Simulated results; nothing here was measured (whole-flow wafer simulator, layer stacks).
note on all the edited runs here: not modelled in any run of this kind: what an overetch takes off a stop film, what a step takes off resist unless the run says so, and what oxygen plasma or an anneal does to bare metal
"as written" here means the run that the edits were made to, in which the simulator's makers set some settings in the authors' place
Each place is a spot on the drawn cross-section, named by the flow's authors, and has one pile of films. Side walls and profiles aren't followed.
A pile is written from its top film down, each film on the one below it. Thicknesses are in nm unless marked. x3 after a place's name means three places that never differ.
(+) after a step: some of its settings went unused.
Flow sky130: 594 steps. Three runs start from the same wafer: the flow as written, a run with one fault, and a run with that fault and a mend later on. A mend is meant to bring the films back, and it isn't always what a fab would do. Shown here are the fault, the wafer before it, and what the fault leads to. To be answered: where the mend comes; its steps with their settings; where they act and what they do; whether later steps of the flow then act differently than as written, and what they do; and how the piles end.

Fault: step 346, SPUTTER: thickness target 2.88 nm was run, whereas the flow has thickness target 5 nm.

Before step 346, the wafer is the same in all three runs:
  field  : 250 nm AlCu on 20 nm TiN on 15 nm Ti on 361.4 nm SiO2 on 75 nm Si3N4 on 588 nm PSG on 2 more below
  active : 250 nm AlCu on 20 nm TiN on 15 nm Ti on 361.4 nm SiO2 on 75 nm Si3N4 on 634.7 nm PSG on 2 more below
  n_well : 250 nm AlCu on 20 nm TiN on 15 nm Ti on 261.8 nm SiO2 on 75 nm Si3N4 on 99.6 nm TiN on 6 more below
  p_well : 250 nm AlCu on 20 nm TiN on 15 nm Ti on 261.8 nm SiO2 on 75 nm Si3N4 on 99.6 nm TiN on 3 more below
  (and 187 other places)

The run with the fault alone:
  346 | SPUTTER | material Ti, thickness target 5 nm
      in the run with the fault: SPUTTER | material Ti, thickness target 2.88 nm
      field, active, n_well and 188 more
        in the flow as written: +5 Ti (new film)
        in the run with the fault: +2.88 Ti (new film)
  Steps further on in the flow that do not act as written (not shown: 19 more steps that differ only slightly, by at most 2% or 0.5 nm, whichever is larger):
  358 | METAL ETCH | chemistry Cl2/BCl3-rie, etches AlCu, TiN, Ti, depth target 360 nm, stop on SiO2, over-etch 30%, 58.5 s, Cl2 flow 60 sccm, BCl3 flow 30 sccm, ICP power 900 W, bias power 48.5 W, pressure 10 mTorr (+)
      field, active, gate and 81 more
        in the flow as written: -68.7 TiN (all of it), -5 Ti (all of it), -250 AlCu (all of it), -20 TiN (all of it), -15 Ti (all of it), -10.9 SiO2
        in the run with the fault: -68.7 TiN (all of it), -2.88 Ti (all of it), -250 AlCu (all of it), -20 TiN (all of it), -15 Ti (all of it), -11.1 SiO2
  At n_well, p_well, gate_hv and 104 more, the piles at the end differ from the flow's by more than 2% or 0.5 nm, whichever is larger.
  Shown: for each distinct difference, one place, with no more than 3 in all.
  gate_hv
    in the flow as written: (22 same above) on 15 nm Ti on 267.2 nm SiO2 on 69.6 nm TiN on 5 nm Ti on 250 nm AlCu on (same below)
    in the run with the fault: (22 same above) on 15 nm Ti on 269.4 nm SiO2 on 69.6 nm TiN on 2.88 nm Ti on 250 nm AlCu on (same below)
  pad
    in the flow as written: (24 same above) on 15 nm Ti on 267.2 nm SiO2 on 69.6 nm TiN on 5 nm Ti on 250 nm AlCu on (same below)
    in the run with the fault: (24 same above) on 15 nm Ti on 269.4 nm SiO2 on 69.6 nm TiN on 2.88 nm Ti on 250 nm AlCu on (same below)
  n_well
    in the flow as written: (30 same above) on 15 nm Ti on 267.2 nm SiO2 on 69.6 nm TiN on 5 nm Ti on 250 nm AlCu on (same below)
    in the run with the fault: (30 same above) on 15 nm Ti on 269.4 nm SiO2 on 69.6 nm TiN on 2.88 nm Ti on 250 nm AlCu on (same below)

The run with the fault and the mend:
  After step 346 comes the mend.
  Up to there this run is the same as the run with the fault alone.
  346a | SPUTTER | material Ti, thickness target 2.12 nm (the flow's step 346 again, with other settings)
      field, active, n_well and 188 more
        +2.12 Ti
  Later steps of the flow that are run all act as written at every place that is followed.
  At every place that both follow, the piles at the end match the flow's.
